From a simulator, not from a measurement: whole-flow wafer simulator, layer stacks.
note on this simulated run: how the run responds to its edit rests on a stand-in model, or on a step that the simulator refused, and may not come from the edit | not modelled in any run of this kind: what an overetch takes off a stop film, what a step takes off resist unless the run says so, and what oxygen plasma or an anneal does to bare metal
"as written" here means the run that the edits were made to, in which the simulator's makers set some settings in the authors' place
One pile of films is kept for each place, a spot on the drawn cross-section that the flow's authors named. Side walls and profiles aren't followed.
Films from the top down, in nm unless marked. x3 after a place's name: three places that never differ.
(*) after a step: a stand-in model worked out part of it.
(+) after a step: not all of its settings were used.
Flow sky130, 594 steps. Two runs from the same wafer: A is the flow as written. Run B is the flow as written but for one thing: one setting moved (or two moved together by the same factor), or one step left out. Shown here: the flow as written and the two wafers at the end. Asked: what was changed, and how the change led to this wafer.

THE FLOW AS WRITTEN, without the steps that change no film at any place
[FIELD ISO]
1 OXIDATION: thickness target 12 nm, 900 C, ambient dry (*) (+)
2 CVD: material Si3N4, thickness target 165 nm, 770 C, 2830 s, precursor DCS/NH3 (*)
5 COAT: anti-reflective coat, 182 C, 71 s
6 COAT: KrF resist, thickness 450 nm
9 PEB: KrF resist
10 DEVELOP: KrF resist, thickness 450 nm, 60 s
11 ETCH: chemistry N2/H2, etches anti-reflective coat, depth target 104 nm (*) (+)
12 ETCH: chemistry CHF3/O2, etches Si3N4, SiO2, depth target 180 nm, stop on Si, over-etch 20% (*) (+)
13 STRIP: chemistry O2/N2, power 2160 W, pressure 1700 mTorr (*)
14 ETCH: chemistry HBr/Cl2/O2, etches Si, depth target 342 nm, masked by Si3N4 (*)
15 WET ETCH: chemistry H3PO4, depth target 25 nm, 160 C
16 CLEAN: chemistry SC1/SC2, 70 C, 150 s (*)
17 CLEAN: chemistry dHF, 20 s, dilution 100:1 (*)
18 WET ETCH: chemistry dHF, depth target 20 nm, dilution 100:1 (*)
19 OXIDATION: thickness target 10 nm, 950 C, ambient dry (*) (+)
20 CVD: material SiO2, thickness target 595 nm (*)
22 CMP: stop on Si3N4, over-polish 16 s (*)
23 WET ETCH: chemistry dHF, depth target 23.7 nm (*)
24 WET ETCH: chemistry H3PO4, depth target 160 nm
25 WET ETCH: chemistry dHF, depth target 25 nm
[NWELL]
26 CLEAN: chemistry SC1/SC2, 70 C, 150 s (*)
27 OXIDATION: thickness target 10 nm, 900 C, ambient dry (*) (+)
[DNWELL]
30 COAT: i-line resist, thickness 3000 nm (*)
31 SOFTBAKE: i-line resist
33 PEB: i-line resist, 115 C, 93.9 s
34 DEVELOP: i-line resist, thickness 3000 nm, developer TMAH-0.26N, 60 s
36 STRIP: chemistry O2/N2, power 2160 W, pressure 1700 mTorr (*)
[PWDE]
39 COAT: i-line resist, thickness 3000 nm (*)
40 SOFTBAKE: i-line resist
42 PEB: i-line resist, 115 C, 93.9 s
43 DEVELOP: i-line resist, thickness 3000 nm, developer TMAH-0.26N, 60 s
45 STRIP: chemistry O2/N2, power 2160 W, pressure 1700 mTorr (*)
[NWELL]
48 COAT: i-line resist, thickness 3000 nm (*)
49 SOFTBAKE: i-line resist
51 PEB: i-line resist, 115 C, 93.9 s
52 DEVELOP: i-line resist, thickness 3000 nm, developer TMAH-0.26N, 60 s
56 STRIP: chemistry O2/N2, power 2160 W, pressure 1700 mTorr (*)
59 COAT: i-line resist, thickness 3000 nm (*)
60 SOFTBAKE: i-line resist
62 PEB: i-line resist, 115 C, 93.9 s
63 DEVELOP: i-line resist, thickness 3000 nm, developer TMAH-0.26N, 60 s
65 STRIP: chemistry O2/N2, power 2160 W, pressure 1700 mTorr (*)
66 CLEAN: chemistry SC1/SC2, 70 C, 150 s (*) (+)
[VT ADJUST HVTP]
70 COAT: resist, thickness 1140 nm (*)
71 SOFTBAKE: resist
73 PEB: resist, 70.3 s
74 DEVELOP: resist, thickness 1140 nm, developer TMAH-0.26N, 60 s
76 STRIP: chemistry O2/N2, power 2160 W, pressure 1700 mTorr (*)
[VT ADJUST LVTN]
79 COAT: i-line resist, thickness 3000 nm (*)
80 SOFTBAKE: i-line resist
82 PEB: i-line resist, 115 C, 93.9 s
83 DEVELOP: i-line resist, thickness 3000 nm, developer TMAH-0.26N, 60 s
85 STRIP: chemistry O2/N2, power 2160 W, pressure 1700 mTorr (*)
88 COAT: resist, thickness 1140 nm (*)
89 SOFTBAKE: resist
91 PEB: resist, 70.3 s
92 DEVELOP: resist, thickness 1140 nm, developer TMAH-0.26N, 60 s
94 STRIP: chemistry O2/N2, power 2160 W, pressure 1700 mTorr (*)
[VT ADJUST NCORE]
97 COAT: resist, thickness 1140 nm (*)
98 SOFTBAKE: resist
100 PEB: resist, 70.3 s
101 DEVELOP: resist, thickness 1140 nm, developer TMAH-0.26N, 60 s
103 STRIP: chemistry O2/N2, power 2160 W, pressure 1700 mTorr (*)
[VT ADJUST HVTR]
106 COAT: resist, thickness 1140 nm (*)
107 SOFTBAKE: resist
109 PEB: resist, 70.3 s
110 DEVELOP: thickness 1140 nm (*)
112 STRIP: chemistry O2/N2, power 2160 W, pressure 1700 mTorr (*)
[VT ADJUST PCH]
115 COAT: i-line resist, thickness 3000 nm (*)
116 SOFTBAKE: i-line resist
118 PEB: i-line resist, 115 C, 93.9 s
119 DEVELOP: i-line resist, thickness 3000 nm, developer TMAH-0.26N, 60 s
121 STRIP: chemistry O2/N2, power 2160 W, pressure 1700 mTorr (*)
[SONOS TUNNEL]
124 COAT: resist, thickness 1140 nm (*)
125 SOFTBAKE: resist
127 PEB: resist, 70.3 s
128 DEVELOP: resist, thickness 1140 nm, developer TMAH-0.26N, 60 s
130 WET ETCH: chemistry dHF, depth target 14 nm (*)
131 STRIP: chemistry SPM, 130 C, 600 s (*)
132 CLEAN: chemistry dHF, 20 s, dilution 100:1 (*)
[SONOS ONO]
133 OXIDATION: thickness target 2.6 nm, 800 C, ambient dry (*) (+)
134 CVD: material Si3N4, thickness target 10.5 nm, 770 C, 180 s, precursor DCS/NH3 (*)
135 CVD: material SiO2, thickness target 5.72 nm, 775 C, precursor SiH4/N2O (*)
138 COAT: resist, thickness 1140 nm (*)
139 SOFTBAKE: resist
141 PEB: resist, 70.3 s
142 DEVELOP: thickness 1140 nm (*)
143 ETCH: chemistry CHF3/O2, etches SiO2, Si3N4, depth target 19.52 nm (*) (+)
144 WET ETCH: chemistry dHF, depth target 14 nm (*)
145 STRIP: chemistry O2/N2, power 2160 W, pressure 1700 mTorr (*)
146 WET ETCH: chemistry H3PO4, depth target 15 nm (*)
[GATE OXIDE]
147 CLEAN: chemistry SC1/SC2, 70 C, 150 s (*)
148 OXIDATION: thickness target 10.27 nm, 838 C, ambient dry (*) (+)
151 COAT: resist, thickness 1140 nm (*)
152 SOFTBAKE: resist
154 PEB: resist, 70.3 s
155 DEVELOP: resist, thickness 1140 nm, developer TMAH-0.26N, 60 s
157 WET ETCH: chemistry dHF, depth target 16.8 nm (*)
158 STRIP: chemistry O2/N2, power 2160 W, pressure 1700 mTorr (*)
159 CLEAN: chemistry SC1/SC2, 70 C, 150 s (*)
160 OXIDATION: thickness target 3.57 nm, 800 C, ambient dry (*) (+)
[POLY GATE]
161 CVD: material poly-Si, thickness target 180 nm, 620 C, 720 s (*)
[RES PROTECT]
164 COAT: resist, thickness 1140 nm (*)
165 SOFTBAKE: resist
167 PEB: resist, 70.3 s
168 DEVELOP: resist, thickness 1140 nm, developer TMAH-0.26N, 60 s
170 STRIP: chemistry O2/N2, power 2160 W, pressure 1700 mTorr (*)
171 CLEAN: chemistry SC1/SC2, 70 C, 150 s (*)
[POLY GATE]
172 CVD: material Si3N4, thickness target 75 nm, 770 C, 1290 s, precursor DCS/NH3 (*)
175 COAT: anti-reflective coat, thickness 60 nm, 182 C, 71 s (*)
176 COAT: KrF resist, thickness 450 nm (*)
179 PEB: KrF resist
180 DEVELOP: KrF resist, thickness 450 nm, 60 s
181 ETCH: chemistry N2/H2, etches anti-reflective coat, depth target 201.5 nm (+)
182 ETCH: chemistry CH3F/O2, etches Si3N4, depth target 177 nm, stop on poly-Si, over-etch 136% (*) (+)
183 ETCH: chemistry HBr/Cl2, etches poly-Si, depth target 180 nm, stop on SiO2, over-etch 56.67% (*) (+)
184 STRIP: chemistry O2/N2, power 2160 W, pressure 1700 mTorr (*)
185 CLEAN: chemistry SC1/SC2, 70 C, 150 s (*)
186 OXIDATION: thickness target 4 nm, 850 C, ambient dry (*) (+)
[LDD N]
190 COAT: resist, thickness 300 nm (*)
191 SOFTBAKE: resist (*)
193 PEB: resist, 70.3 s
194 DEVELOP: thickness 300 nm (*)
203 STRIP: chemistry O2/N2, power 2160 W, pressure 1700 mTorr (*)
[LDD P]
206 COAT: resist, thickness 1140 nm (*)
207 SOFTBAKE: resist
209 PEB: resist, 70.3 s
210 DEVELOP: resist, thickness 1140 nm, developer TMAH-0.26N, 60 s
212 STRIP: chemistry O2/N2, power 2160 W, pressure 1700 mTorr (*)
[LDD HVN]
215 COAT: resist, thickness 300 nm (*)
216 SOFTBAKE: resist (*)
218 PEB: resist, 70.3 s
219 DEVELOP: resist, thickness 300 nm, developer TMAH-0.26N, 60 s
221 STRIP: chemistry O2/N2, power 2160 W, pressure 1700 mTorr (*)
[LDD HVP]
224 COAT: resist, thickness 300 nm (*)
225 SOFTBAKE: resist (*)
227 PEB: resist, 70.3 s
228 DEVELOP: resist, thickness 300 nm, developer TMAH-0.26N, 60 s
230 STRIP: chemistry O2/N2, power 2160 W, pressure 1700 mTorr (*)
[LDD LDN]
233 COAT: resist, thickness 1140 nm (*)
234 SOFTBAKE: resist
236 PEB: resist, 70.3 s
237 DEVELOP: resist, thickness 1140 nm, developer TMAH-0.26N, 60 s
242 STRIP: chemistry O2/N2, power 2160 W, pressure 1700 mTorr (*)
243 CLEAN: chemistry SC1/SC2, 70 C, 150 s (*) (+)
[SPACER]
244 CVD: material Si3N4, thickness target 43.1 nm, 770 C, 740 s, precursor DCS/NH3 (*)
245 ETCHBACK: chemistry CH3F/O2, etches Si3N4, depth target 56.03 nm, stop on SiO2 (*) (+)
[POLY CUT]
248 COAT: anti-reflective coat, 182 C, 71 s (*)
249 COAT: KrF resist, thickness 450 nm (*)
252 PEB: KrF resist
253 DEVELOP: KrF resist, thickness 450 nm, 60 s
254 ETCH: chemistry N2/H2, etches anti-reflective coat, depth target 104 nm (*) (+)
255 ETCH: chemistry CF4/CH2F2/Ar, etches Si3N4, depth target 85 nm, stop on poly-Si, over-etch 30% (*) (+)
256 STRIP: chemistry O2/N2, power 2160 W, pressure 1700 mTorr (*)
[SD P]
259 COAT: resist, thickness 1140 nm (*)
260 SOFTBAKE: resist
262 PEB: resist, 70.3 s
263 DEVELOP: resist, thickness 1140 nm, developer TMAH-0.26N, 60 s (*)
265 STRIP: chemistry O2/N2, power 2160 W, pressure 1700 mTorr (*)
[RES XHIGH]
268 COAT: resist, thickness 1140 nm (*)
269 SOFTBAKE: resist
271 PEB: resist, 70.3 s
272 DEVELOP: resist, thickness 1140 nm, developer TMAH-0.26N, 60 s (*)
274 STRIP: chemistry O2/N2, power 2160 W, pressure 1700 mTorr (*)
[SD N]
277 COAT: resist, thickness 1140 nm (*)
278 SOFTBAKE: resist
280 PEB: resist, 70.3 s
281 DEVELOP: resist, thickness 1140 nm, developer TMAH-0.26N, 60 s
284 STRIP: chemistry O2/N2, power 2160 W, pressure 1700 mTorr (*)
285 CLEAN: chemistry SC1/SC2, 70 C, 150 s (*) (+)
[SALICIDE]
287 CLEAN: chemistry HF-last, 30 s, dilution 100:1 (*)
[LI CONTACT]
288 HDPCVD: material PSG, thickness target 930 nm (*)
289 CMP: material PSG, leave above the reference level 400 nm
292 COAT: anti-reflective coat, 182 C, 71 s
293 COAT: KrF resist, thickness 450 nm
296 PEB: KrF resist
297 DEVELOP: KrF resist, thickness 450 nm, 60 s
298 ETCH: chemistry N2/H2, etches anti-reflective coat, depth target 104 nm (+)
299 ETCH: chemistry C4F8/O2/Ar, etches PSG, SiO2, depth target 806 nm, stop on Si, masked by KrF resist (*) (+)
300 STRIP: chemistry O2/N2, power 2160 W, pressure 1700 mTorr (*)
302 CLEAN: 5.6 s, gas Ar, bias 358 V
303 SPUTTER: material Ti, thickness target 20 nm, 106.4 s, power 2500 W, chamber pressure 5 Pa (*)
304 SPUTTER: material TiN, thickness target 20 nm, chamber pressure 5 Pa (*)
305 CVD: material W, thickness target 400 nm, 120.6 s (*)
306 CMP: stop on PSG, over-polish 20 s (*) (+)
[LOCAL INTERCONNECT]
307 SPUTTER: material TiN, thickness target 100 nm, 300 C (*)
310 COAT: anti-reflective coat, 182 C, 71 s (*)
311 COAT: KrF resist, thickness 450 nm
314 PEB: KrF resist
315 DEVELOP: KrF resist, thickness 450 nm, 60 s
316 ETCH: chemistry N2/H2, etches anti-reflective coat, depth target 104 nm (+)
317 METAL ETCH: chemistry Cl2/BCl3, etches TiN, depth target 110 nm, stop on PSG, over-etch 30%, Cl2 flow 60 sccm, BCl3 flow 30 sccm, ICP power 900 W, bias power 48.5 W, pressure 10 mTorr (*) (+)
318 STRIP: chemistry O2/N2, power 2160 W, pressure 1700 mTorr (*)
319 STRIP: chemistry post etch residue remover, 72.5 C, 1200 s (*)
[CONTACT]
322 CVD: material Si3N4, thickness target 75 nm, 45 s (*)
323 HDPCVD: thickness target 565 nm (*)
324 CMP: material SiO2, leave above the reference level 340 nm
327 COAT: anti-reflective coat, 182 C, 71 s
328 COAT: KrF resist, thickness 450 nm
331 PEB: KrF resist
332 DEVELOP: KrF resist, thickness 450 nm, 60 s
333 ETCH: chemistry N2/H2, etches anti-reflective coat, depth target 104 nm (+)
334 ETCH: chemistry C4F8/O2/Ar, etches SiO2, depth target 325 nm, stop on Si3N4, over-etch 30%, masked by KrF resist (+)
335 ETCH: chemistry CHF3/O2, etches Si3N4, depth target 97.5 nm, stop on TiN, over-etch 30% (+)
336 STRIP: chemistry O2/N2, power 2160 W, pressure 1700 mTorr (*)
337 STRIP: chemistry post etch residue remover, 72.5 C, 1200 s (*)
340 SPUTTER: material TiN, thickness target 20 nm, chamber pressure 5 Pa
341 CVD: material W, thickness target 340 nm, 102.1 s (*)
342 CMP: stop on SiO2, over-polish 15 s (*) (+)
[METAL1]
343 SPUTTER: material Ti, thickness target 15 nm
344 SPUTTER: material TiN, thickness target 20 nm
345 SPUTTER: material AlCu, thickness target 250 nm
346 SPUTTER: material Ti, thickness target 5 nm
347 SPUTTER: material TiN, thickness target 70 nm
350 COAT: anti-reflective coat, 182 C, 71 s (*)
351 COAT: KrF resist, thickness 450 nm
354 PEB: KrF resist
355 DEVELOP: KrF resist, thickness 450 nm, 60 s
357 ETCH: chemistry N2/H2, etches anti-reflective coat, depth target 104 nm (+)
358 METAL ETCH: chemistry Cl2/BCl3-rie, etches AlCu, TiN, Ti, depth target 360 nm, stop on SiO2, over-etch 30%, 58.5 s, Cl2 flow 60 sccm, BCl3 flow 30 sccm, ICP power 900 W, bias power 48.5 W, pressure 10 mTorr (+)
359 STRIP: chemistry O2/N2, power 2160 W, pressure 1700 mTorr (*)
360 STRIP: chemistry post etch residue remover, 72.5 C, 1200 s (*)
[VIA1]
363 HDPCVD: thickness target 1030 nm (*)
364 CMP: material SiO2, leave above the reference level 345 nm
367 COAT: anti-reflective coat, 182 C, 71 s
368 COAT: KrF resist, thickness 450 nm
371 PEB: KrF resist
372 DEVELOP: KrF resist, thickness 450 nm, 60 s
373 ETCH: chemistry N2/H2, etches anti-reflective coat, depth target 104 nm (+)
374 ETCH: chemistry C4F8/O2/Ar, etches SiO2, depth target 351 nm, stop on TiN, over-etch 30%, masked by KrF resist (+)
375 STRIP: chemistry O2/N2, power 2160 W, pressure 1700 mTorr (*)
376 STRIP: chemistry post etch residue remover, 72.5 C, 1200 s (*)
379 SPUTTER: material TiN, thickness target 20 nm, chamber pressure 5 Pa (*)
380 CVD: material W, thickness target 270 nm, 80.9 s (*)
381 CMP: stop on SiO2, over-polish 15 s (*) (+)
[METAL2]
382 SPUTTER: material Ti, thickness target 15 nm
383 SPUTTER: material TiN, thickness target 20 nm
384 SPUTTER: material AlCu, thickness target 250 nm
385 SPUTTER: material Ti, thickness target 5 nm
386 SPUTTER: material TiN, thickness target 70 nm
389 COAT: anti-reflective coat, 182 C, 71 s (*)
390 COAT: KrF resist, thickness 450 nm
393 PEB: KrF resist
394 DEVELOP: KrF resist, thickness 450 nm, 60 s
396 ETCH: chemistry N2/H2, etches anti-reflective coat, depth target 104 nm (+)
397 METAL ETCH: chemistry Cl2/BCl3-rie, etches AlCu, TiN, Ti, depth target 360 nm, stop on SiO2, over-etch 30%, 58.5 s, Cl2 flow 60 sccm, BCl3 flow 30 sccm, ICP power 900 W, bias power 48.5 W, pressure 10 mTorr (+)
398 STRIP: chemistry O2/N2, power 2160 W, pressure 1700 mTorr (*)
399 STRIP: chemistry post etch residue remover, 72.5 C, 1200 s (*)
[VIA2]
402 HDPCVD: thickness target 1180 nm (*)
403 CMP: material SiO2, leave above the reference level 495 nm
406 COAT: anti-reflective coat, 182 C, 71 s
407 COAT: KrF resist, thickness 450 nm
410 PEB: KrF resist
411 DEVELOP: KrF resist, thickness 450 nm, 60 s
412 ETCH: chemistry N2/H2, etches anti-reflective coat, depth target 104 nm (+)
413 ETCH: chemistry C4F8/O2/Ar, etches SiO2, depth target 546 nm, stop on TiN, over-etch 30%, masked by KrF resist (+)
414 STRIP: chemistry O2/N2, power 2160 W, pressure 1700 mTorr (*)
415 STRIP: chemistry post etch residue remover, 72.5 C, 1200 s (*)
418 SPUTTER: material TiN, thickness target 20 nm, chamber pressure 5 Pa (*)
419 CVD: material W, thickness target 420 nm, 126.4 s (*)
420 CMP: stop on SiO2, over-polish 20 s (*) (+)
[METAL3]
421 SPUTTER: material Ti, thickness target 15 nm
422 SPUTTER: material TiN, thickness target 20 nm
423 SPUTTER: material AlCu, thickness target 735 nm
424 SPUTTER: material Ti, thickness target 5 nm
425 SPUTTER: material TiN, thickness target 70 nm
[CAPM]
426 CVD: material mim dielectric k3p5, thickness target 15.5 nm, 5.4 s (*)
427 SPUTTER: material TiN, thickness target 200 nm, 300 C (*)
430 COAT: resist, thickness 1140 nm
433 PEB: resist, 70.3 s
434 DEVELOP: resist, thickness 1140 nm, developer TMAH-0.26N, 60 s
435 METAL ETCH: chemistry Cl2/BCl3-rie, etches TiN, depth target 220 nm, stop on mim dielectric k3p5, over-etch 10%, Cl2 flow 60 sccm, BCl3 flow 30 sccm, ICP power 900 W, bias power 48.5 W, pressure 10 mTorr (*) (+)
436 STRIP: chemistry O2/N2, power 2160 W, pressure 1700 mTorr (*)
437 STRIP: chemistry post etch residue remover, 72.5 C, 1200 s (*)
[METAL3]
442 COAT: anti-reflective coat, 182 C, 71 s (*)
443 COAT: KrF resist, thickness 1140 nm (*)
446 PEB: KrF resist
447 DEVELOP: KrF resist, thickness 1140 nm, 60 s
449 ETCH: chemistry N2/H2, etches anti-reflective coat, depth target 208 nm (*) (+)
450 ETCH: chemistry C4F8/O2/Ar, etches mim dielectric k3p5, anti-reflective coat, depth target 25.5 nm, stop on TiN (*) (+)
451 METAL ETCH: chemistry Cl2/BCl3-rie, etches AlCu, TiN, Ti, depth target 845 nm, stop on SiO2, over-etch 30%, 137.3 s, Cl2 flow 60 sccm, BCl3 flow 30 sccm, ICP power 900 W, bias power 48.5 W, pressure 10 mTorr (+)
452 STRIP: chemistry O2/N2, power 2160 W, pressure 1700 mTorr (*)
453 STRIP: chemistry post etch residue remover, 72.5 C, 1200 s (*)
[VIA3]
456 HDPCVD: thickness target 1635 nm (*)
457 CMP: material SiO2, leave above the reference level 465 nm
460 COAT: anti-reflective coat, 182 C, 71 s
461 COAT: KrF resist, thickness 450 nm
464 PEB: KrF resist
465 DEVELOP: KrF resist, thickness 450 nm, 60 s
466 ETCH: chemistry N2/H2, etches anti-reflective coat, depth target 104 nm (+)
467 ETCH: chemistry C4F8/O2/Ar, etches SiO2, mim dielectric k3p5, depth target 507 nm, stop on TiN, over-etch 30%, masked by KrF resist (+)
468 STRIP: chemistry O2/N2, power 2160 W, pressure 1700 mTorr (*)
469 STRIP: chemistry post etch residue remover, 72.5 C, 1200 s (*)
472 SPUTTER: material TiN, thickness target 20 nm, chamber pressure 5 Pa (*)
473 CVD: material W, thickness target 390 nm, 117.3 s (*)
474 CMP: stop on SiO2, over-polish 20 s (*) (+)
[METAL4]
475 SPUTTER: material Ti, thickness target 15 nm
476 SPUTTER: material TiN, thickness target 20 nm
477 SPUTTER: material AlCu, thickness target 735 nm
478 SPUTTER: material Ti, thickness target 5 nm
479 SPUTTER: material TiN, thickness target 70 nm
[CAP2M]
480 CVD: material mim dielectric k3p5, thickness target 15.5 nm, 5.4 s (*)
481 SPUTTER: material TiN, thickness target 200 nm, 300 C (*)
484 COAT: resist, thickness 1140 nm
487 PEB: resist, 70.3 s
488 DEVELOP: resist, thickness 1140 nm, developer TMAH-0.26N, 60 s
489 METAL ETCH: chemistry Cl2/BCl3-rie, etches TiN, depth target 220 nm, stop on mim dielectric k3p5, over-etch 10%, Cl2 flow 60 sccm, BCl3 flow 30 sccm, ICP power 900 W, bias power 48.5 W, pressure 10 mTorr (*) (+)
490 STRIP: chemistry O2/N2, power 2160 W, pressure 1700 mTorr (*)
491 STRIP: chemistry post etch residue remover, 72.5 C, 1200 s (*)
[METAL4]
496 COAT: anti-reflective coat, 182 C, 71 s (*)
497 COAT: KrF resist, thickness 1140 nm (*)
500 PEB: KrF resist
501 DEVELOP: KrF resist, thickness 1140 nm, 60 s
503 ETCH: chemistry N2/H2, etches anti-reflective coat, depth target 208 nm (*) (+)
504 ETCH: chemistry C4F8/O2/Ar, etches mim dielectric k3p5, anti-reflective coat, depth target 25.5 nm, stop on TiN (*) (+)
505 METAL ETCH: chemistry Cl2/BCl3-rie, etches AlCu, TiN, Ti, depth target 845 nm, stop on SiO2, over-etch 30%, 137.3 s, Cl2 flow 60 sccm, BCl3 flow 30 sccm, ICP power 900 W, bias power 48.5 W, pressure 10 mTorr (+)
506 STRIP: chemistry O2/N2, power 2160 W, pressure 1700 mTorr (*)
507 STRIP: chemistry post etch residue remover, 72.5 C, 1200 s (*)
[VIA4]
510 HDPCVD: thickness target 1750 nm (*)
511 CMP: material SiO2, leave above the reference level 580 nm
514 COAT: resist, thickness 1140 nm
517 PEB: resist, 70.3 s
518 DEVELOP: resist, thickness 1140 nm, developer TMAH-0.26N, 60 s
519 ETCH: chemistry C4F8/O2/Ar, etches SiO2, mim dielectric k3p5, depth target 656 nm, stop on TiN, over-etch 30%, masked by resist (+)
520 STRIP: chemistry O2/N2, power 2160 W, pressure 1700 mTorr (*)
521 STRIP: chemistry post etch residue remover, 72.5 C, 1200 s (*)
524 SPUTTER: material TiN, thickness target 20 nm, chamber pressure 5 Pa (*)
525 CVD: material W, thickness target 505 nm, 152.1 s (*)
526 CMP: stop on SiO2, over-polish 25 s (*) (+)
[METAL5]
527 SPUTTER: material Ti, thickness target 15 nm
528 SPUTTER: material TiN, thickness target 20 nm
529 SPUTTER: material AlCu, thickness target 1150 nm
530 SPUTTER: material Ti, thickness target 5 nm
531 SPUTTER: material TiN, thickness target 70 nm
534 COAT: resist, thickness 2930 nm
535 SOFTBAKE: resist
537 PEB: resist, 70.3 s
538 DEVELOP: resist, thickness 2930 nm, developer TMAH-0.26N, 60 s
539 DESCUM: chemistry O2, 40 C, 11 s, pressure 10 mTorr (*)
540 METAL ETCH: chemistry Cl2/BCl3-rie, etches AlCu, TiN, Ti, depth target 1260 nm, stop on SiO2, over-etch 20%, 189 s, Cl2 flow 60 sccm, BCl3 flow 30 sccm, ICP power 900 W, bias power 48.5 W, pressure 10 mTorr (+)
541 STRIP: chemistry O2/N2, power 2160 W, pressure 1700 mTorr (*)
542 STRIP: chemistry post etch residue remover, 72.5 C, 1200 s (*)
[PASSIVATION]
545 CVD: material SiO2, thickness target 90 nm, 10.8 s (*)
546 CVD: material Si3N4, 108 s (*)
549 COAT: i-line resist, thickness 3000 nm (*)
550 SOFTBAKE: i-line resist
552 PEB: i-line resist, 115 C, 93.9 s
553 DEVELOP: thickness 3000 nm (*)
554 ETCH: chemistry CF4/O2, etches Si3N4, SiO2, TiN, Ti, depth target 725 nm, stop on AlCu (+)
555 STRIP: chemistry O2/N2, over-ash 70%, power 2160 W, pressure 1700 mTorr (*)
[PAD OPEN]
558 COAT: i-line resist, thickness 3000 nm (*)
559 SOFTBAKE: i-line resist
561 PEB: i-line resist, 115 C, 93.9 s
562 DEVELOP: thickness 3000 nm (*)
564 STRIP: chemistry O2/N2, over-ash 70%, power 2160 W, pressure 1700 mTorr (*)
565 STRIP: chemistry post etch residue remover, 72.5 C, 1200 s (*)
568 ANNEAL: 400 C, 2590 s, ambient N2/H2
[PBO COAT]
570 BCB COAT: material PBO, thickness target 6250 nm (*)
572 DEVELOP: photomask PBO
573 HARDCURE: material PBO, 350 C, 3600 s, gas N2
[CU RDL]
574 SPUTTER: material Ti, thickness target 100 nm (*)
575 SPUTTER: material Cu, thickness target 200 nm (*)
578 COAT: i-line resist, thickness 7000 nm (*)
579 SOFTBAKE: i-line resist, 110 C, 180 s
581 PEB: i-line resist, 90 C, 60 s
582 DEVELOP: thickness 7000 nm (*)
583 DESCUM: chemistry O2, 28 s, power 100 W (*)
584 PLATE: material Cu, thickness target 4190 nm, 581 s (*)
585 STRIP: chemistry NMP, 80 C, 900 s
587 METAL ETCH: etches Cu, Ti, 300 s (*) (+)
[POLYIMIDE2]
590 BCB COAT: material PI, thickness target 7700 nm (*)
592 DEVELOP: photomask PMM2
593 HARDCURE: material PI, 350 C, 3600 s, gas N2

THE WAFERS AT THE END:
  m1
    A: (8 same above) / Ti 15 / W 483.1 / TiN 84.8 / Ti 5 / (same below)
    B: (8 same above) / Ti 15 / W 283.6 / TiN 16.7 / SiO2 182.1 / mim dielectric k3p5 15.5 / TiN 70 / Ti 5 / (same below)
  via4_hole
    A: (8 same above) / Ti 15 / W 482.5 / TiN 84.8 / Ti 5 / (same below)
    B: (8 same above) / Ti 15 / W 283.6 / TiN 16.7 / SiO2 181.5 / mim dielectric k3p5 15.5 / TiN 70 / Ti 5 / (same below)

The cause: step 519, ETCH: depth target 308 nm was run, where the flow has depth target 656 nm.

How the change led to this, step by step:
  519 ETCH: chemistry C4F8/O2/Ar, etches SiO2, mim dielectric k3p5, depth target 656 nm, stop on TiN, over-etch 30%, masked by resist (+)
      m1: A SiO2 -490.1 (all of it), mim dielectric k3p5 -15.5 (all of it) | B SiO2 -308
      via4_hole: A SiO2 -489.5 (all of it), mim dielectric k3p5 -15.5 (all of it) | B SiO2 -308
      (and at 191 more places)
  520 STRIP: chemistry O2/N2, power 2160 W, pressure 1700 mTorr (*)
      field, active, n_well and 188 more: A resist -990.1 (all of it) | B resist -1059.7 (all of it)
  524 SPUTTER: material TiN, thickness target 20 nm, chamber pressure 5 Pa (*)
      m1, via4_hole: A TiN +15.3 | B TiN +16.7 (new film)
  525 CVD: material W, thickness target 505 nm, 152.1 s (*)
      m1: A W +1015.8 (new film) | B W +619.5 (new film)
      via4_hole: A W +1015.2 (new film) | B W +621.2 (new film)
  526 CMP: stop on SiO2, over-polish 25 s (*) (+)
      m1: A W -532.7 | B W -335.9
      via4_hole: A W -532.7 | B W -337.7
Counting metal films that touch as one body, m1 has 3 bodies (between them, from the top down: SiO2 182.1 / mim dielectric k3p5 15.5; SiO2 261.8 / Si3N4 75); the flow as written gives 2 bodies (between them, from the top down: SiO2 261.8 / Si3N4 75).
Counting metal films that touch as one body, via4_hole has 2 bodies (between them, from the top down: SiO2 181.5 / mim dielectric k3p5 15.5); the flow as written gives 1 body.
